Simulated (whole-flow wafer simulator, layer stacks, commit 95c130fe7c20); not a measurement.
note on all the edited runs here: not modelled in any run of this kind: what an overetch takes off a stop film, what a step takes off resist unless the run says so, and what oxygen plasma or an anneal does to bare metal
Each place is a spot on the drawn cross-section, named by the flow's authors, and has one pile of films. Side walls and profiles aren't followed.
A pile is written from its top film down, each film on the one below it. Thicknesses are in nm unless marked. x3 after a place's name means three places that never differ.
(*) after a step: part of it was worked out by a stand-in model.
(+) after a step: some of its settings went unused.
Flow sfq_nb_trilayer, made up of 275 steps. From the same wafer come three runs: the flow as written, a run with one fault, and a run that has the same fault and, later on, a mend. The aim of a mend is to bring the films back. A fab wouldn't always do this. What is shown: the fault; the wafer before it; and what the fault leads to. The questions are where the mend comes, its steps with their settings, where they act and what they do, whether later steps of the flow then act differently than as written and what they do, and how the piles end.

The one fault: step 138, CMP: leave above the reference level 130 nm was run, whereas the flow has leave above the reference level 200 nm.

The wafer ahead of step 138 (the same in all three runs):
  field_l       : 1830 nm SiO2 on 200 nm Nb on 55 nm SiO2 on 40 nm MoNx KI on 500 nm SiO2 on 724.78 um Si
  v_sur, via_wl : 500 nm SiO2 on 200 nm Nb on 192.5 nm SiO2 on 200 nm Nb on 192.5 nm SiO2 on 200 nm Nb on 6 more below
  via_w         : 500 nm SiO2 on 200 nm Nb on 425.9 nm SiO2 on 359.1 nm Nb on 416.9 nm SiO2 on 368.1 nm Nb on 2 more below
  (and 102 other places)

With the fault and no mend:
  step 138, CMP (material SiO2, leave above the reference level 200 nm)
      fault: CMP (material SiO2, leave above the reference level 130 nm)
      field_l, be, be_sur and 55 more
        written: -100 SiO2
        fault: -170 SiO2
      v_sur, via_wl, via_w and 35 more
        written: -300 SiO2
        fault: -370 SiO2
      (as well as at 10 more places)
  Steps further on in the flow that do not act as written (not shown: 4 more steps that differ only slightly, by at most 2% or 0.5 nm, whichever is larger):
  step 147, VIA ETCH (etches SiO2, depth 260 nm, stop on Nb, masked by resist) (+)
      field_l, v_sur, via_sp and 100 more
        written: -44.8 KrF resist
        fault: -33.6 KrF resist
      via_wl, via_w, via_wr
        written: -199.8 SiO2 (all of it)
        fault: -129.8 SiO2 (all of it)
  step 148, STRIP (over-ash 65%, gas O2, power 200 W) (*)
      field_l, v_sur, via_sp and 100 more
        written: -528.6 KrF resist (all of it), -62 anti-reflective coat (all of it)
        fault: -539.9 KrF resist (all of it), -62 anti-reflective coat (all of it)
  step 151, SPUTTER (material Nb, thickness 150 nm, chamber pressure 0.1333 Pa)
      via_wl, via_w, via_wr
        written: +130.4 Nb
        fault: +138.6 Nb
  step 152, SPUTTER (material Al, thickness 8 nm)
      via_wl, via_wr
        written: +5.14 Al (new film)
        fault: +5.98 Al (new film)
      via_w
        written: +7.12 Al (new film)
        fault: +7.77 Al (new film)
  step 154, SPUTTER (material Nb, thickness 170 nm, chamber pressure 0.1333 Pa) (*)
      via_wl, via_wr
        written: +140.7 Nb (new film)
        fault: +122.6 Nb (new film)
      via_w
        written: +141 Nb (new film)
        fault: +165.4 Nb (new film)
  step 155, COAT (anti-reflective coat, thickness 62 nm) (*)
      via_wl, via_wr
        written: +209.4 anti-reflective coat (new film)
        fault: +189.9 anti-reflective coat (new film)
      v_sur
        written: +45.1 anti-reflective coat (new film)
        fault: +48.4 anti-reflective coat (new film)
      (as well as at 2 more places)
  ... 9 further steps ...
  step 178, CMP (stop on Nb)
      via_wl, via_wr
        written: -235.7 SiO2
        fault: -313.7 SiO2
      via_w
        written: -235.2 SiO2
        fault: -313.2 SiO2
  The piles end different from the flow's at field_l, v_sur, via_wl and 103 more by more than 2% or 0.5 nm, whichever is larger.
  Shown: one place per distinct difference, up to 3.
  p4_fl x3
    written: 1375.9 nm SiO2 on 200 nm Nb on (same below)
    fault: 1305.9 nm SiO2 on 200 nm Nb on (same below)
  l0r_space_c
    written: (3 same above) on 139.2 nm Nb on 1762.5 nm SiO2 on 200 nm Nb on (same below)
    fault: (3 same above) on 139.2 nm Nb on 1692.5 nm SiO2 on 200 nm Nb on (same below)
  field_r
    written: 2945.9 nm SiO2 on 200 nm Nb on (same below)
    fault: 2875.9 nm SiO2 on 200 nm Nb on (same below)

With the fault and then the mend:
  The mend follows step 139.
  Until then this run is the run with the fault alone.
  step 139a, PECVD (material SiO2, thickness 70 nm, 150 C, 15.56 s, RF power 183.3 W, pressure 2.4 Torr, precursor SiH4/N2O) (a further turn of the flow's step 137, with different settings)
      field_l, v_sur, via_wl and 103 more
        +70 SiO2
  Every later step of the flow that is run acts as written, at every place that is followed, to within 2% or 0.5 nm, whichever is larger.
  By the end, the piles equal the flow's at every place that both follow.
